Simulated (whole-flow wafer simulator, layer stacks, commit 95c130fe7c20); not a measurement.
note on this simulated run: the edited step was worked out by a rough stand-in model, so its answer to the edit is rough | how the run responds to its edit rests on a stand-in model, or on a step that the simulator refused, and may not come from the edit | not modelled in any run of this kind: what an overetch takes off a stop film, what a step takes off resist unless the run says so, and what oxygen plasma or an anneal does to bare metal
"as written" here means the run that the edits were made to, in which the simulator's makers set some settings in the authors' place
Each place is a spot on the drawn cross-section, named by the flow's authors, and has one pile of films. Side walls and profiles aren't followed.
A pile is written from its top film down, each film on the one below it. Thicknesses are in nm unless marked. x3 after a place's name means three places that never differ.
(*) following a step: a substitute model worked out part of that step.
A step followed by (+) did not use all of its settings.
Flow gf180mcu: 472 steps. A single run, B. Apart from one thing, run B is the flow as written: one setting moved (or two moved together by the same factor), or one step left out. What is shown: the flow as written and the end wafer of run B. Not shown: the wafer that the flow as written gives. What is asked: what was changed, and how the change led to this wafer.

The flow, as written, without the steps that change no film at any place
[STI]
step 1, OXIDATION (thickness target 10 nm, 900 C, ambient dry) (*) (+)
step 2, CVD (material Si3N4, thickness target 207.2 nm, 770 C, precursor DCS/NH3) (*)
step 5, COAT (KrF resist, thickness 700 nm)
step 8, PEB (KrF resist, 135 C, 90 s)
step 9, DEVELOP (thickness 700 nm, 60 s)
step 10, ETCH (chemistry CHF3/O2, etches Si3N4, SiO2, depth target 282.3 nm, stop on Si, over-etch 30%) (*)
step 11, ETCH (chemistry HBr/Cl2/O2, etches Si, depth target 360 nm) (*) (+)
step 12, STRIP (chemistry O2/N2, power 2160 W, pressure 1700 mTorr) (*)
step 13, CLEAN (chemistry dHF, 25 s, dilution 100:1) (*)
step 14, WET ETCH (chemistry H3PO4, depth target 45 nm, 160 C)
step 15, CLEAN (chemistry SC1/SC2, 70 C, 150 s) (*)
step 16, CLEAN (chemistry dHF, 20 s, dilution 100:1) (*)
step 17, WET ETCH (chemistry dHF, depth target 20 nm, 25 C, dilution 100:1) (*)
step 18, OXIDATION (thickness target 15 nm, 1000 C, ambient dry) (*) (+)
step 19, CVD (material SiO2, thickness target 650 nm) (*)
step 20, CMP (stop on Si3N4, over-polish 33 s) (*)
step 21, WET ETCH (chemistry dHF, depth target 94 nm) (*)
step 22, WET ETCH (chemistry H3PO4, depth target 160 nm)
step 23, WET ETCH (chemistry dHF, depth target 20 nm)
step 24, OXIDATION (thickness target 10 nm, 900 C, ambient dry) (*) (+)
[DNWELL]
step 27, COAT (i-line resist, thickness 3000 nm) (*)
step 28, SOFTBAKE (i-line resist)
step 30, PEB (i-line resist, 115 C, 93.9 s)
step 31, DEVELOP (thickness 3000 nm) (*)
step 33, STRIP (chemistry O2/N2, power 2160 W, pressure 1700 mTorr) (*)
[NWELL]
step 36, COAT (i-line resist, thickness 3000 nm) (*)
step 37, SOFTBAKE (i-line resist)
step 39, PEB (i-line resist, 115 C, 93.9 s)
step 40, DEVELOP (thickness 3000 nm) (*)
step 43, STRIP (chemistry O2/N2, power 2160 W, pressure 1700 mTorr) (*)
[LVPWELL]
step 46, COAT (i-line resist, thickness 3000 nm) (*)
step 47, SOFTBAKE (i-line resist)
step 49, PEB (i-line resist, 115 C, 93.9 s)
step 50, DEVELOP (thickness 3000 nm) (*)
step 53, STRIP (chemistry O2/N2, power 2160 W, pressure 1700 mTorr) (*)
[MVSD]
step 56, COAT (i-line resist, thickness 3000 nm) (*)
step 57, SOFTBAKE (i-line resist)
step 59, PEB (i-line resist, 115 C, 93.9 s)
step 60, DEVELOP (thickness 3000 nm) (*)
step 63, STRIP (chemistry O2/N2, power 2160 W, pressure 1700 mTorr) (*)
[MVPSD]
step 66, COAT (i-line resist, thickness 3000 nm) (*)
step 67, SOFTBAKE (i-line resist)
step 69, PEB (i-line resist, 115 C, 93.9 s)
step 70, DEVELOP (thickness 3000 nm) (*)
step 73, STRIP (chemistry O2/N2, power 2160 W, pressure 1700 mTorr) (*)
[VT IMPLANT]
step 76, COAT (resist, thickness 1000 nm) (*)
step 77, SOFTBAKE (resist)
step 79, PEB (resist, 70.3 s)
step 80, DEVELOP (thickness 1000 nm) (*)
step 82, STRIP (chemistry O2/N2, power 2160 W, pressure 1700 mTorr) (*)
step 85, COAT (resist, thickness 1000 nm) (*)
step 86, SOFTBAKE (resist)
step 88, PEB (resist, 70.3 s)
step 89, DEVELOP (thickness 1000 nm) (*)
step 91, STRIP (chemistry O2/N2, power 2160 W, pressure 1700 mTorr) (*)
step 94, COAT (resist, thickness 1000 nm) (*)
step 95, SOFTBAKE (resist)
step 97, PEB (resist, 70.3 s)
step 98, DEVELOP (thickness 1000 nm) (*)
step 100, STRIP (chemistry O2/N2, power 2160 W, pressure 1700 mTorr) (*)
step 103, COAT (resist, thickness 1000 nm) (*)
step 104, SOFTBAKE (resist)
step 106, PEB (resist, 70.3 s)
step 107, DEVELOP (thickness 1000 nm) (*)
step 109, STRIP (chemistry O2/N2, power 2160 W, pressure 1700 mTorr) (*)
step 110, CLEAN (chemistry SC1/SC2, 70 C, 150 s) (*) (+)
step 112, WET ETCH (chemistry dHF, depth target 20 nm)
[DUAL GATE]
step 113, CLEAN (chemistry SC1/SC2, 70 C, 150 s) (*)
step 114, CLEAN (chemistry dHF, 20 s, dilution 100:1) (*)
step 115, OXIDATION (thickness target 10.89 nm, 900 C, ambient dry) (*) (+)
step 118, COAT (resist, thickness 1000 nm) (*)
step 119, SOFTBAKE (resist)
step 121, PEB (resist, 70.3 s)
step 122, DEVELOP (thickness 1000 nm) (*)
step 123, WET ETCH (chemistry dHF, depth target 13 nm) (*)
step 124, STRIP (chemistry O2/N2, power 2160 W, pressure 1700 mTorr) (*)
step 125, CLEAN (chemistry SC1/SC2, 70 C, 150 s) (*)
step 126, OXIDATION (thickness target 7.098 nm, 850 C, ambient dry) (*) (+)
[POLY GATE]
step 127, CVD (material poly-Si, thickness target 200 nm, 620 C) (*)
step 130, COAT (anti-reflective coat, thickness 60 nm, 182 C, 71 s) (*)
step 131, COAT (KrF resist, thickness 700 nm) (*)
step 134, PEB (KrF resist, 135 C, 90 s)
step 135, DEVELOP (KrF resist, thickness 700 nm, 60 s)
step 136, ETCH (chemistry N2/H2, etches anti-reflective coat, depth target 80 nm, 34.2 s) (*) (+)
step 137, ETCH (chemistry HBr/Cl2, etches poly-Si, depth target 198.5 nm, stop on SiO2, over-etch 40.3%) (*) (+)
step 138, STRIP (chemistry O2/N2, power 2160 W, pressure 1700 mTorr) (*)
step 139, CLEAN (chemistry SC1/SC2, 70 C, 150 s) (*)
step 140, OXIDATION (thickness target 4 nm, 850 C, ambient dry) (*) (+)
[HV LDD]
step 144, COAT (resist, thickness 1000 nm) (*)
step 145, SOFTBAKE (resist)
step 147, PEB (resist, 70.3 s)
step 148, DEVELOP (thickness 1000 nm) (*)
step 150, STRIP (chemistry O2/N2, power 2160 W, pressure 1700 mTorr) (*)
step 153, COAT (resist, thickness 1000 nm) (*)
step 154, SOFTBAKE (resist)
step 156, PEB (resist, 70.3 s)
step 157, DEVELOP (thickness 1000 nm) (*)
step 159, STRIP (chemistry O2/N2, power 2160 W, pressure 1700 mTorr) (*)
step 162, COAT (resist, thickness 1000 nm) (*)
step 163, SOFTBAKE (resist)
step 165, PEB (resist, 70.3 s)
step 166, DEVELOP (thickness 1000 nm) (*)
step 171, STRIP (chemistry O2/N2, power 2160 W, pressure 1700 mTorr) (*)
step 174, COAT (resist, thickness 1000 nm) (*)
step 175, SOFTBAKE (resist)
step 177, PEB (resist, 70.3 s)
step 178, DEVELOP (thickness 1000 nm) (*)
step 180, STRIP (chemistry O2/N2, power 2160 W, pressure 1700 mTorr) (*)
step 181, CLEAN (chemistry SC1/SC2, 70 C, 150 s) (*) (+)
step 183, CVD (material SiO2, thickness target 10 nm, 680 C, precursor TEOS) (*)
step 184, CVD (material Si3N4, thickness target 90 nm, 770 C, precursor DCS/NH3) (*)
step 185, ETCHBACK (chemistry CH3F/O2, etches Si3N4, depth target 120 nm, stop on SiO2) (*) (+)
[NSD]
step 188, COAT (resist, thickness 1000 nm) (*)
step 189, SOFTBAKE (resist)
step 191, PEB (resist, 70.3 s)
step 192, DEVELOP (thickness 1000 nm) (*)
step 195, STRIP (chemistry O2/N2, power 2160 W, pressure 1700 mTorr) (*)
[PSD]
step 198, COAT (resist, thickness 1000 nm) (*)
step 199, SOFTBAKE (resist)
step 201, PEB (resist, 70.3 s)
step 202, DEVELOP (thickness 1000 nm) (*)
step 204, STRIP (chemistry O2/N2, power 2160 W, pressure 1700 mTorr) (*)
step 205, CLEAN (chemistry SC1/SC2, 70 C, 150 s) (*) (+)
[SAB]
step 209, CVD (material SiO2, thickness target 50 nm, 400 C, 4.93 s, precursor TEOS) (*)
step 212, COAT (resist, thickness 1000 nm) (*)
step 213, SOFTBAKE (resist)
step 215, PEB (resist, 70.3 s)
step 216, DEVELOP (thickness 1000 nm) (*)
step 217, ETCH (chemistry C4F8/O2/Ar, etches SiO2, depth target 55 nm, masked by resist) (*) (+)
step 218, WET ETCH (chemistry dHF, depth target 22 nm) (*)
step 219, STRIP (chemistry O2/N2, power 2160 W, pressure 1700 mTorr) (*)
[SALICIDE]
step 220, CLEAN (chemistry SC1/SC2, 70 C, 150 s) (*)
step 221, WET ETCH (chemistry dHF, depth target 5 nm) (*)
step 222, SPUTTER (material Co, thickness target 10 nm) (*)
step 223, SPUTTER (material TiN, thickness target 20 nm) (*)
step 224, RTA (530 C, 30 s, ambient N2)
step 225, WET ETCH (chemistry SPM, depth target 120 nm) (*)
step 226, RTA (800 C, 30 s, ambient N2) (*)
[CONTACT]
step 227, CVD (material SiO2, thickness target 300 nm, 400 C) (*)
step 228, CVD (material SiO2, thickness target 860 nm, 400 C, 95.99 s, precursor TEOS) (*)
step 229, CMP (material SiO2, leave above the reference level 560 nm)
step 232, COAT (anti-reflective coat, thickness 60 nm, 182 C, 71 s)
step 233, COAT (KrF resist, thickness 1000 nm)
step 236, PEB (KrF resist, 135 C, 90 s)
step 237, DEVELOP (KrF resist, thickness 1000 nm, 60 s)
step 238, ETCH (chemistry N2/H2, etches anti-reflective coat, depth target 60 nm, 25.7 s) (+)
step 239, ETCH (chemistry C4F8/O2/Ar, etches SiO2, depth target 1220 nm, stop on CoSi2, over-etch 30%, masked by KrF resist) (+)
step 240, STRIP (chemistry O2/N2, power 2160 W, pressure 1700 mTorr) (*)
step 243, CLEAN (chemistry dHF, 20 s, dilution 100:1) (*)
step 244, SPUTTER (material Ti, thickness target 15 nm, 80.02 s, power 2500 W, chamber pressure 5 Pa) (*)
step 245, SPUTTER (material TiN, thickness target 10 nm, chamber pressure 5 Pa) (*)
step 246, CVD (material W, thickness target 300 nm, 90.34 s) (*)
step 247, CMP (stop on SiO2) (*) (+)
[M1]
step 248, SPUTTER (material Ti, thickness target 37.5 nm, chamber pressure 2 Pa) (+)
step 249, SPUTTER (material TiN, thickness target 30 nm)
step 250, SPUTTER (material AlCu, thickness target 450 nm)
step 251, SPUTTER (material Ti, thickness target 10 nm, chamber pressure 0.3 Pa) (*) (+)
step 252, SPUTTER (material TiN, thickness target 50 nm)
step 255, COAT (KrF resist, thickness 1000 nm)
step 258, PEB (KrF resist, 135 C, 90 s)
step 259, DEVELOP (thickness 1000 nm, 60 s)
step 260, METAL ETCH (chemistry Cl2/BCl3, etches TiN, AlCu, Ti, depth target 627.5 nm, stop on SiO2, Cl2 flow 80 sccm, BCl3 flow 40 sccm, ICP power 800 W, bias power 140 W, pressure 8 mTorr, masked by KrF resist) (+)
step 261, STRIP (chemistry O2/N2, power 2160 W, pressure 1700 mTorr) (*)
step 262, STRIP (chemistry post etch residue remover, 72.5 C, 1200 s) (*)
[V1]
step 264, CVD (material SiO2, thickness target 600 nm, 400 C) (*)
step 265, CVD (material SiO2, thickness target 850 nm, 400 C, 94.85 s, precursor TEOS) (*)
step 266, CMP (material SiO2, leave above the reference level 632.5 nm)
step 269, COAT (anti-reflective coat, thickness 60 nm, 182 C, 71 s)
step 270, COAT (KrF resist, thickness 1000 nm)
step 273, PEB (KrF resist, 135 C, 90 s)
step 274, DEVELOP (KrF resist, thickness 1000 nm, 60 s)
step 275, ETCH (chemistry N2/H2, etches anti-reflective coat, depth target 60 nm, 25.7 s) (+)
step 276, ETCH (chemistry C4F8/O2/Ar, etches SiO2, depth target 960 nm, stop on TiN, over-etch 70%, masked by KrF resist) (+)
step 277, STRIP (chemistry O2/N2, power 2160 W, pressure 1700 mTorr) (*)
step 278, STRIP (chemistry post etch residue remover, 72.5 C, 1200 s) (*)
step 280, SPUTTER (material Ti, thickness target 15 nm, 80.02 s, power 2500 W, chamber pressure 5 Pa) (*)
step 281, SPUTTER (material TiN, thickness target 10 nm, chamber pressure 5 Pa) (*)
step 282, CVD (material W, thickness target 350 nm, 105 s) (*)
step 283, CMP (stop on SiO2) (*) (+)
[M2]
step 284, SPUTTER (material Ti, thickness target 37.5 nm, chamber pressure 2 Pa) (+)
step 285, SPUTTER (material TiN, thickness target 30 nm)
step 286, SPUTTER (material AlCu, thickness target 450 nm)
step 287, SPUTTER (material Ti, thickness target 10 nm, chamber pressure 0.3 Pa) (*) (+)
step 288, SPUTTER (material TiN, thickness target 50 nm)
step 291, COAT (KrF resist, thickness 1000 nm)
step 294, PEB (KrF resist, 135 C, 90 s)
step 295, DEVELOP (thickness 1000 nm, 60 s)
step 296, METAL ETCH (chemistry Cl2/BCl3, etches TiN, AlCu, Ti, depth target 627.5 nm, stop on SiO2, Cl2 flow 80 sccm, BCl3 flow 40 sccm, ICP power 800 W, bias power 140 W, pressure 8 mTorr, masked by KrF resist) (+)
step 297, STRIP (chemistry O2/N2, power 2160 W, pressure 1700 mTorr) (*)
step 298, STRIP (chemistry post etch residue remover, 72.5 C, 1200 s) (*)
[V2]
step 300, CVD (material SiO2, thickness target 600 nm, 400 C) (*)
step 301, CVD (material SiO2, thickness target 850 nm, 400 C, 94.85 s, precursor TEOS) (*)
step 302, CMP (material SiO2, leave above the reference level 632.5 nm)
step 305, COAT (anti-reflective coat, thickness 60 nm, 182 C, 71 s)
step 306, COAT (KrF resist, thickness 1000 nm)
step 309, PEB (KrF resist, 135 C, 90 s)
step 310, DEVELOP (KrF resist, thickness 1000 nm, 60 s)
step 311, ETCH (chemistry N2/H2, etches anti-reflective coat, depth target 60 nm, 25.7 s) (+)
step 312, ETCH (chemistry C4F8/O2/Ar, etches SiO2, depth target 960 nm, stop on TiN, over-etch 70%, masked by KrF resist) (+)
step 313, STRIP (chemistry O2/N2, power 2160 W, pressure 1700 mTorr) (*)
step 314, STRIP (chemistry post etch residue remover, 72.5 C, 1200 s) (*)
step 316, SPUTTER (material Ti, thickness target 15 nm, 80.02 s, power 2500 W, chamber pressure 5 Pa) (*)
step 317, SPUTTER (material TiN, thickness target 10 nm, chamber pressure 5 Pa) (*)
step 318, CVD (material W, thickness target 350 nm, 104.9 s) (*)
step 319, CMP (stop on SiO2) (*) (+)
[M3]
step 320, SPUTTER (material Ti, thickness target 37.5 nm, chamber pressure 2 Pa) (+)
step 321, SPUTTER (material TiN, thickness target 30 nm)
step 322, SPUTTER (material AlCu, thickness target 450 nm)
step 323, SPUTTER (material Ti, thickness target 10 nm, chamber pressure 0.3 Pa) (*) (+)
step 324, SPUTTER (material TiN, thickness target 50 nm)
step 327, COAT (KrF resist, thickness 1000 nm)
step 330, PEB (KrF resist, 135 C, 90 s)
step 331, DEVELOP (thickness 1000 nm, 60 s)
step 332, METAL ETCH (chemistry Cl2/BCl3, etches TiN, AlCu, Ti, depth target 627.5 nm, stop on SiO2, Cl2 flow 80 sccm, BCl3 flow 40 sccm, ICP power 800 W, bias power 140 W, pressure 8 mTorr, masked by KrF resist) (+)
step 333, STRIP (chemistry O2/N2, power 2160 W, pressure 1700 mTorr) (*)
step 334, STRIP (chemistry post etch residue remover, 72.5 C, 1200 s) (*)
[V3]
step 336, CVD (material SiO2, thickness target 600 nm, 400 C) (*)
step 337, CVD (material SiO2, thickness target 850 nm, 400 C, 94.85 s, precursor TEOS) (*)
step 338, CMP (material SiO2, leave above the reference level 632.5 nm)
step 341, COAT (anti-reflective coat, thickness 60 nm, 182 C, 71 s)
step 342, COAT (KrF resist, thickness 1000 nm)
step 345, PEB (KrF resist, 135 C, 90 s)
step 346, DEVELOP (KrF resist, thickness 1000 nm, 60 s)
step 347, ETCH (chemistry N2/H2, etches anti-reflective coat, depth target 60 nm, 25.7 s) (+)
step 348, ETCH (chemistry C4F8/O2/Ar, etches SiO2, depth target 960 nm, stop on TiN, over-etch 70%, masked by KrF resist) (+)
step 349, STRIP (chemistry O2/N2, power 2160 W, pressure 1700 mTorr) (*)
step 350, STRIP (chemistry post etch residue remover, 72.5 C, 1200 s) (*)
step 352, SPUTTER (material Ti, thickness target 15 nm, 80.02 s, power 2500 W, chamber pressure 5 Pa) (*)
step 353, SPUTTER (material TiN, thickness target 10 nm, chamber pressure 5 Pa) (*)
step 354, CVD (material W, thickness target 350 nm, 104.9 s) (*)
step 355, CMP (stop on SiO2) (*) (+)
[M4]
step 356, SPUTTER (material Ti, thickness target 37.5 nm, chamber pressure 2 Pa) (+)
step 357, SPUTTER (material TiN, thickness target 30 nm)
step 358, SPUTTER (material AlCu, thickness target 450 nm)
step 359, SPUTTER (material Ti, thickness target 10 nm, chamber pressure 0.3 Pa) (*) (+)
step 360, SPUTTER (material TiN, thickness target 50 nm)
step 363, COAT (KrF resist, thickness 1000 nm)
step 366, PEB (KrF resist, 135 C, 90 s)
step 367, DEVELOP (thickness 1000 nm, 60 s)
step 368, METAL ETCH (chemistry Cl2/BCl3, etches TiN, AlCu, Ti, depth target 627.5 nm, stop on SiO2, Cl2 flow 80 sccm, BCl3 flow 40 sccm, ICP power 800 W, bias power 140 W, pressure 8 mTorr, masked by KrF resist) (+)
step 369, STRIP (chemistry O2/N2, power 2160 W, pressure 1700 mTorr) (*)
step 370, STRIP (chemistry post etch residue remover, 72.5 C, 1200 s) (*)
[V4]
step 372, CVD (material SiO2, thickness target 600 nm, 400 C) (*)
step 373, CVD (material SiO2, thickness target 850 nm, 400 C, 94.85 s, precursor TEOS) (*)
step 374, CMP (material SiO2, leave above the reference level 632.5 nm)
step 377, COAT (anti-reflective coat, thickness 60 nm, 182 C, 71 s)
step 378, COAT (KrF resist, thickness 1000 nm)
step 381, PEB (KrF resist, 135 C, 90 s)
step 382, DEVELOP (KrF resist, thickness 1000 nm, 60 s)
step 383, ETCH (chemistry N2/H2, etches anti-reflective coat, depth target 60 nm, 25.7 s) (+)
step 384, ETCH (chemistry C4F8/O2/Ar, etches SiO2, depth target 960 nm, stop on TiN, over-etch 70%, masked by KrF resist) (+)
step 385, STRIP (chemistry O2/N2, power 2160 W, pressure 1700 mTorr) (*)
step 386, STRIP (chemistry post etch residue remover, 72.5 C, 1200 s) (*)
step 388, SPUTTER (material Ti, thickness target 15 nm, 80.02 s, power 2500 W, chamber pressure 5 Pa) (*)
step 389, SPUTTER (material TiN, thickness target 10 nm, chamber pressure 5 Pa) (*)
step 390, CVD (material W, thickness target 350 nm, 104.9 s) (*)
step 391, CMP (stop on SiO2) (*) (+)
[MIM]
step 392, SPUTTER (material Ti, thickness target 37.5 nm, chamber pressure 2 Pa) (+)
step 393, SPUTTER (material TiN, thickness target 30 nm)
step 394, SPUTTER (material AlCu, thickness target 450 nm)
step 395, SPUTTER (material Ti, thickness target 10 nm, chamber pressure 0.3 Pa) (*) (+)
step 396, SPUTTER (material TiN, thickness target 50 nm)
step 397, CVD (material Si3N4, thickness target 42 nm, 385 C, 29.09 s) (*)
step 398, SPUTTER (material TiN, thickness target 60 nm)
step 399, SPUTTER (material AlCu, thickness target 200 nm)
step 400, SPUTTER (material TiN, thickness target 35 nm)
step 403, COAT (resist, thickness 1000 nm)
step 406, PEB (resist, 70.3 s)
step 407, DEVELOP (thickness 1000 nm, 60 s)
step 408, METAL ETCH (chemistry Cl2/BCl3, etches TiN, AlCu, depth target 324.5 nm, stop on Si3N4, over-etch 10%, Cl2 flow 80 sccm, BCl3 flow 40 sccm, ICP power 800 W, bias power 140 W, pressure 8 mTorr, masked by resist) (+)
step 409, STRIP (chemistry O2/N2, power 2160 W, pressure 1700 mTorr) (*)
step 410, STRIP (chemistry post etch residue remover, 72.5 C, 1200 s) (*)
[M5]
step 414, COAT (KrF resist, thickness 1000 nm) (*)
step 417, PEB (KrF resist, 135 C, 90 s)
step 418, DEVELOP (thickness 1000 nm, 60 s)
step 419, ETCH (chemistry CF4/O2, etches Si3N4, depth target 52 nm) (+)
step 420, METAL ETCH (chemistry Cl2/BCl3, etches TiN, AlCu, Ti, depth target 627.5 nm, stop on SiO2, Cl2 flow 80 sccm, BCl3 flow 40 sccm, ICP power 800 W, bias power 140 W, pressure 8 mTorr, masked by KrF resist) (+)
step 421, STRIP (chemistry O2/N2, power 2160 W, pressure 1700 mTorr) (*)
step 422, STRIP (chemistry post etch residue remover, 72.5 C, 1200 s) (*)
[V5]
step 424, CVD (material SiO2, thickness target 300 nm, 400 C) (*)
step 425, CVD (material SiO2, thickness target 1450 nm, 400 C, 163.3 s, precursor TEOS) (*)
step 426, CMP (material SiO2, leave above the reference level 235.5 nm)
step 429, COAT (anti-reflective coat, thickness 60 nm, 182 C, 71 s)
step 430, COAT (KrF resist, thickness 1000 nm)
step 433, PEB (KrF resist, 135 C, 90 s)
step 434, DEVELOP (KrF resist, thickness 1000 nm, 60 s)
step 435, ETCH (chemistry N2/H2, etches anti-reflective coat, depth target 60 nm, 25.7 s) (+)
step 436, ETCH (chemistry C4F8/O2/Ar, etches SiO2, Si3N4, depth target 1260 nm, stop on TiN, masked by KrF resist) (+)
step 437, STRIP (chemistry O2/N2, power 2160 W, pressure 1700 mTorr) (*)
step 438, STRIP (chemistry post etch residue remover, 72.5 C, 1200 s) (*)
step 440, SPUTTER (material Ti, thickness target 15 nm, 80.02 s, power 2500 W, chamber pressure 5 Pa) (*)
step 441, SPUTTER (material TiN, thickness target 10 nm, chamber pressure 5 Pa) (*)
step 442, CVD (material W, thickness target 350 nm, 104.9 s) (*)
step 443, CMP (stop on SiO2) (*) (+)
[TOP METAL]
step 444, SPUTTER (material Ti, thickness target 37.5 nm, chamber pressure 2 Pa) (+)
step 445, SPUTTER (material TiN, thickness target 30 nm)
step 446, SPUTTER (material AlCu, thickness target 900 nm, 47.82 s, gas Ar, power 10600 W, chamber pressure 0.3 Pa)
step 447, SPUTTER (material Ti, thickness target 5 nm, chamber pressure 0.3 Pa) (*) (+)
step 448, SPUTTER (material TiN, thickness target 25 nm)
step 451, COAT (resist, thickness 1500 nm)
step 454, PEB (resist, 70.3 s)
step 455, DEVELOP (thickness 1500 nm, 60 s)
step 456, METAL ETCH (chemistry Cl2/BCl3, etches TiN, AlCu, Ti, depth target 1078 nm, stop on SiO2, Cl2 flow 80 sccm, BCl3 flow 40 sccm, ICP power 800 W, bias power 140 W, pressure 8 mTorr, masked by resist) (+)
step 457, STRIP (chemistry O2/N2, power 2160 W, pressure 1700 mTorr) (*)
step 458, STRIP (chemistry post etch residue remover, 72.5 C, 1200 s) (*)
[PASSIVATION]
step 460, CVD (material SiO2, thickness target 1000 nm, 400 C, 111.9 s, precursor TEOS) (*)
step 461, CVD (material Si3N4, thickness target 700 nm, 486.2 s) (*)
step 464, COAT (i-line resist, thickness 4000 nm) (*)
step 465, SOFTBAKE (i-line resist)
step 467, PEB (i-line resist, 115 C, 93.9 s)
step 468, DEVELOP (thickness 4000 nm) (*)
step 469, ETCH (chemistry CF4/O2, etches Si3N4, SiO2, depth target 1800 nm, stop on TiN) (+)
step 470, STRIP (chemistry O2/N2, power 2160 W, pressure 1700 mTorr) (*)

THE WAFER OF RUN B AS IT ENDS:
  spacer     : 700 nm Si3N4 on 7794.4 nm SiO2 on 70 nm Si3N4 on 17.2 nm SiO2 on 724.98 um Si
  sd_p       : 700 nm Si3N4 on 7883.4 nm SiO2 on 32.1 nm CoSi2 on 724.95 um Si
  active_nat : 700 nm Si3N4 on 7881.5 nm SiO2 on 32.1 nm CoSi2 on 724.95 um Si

The reason: step 184, CVD: thickness target 74.2 nm was run, whereas the flow has thickness target 90 nm.

Step by step, how the change led to this:
  step 184, CVD (material Si3N4, thickness target 90 nm, 770 C, precursor DCS/NH3) (*)
      field, field__w1, field__w2 and 101 more: Si3N4 gains 74.2 (new film) (it would be, as written: Si3N4 gains 90 (new film))
  step 185, ETCHBACK (chemistry CH3F/O2, etches Si3N4, depth target 120 nm, stop on SiO2) (*) (+)
      field, field__w1, field__w2 and 100 more: Si3N4 loses 74.2 (all of it), SiO2 loses 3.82 (it would be, as written: Si3N4 loses 90 (all of it), SiO2 loses 2.5)
  step 189, SOFTBAKE (resist)
      field: resist loses 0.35 (it would be, as written: resist gains 3.56)
  step 199, SOFTBAKE (resist)
      field: resist loses 0.35 (it would be, as written: resist gains 3.56)
  step 218, WET ETCH (chemistry dHF, depth target 22 nm) (*)
      gate, gate_hv, gate_p and 23 more: SiO2 loses 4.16 (all of it) (it would be, as written: SiO2 loses 5.48 (all of it))
      active, p_well, sd_n, iso_ptap_pw, iso_ntap_nw, iso_ptap_sub, vpnp_e: SiO2 loses 7.69 (all of it) (it would be, as written: SiO2 loses 9.01 (all of it))
      (as well as at 16 more places)
  step 223, SPUTTER (material TiN, thickness target 20 nm) (*)
      field__w2: TiN gains 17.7 (new film) (it would be, as written: TiN gains 17 (new film))
      field__w3: TiN gains 16.7 (new film) (it would be, as written: TiN gains 15.7 (new film))
      (as well as at 2 more places)
  step 224, RTA (530 C, 30 s, ambient N2)
      ld_drn_p: under 1 film: CoSi gains 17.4 (new film), Co loses 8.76 (all of it), Si loses 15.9 (it would be, as written: under 1 film: CoSi gains 16.7 (new film), Co loses 8.4 (all of it), Si loses 15.2)
  step 225, WET ETCH (chemistry SPM, depth target 120 nm) (*)
      field__w2: TiN loses 17.7 (all of it), Co loses 8.99 (all of it) (it would be, as written: TiN loses 17 (all of it), Co loses 8.65 (all of it))
      field__w3: TiN loses 16.7 (all of it), Co loses 8.5 (all of it) (it would be, as written: TiN loses 15.7 (all of it), Co loses 8.06 (all of it))
      (as well as at 2 more places)
  step 226, RTA (800 C, 30 s, ambient N2) (*)
      ld_sd_n: CoSi2 gains 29 (new film), CoSi loses 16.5 (all of it), Si loses 15 (it would be, as written: CoSi2 gains 28.3 (new film), CoSi loses 16.1 (all of it), Si loses 14.7)
      ld_drn_n: CoSi2 gains 32.3 (new film), CoSi loses 18.3 (all of it), Si loses 16.7 (it would be, as written: CoSi2 gains 31.5 (new film), CoSi loses 17.9 (all of it), Si loses 16.4)
      (as well as at 1 more place)
  step 229, CMP (material SiO2, leave above the reference level 560 nm)
      spacer: SiO2 loses 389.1 (it would be, as written: SiO2 loses 404.9)
